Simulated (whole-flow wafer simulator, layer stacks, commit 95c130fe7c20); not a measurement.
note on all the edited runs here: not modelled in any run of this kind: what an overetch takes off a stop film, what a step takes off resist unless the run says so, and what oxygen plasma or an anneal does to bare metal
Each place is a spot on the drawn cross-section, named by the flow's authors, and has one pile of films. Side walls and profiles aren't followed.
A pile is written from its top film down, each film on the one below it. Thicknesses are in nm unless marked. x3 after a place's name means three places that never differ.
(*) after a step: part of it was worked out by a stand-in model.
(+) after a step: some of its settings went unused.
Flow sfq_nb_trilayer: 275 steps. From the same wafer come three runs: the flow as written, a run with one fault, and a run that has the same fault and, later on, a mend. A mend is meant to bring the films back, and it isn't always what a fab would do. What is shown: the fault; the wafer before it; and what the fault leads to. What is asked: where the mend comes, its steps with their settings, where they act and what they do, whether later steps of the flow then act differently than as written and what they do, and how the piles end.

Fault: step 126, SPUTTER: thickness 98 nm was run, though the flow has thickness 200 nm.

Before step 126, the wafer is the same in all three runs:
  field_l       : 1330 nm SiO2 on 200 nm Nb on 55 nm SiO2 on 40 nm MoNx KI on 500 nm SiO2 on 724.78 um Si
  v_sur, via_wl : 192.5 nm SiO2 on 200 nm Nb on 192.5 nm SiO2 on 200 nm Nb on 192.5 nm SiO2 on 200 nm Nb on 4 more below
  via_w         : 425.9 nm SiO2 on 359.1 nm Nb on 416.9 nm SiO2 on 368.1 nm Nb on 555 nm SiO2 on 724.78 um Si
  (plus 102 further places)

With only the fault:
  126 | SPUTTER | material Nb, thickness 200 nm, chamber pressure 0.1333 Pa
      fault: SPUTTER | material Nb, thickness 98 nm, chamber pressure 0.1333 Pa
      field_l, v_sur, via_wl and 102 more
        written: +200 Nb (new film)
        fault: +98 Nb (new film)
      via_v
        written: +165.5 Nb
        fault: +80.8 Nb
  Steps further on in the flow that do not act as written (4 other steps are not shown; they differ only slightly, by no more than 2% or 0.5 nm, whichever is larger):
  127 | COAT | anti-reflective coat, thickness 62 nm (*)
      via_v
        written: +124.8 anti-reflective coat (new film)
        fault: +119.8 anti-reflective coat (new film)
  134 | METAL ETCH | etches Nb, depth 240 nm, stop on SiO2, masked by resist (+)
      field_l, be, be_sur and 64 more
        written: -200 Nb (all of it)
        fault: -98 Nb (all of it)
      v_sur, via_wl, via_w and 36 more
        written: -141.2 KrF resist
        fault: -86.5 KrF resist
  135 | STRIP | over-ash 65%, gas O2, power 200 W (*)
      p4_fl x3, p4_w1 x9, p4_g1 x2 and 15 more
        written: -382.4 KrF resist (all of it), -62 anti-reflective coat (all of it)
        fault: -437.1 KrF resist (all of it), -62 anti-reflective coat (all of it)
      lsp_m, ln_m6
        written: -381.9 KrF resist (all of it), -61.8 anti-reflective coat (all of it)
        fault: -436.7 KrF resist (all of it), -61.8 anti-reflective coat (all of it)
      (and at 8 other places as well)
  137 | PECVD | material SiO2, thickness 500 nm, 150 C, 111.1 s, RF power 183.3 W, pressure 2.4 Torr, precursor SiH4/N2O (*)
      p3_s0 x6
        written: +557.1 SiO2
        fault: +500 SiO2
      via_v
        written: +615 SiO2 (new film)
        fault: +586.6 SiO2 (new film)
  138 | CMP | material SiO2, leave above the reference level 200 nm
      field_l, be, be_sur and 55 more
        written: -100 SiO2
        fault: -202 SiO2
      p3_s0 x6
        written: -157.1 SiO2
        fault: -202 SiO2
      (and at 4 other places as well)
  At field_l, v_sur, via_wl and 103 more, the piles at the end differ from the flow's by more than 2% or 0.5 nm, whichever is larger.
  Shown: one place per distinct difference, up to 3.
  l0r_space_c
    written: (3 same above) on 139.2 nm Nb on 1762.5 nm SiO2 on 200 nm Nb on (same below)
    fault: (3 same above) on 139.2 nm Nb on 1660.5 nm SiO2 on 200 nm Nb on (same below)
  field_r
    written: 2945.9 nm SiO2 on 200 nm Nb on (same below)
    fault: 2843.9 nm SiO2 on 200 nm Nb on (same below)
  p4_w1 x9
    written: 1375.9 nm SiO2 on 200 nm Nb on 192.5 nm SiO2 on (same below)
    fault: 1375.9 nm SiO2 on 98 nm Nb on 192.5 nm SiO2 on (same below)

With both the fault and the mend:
  After step 126 comes the mend.
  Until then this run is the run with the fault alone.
  126a | SPUTTER | material Nb, thickness 102 nm, chamber pressure 0.1333 Pa (the flow's step 126, run once more with other settings)
      field_l, v_sur, via_wl and 102 more
        +102 Nb
      via_v
        +83.3 Nb
  None of the later steps of the flow differs from how it acts as written, at any place that is followed, by more than 2% or 0.5 nm, whichever is larger.
  The piles end only slightly different from the flow's at the places that both follow, by no more than 2% or 0.5 nm, whichever is larger.
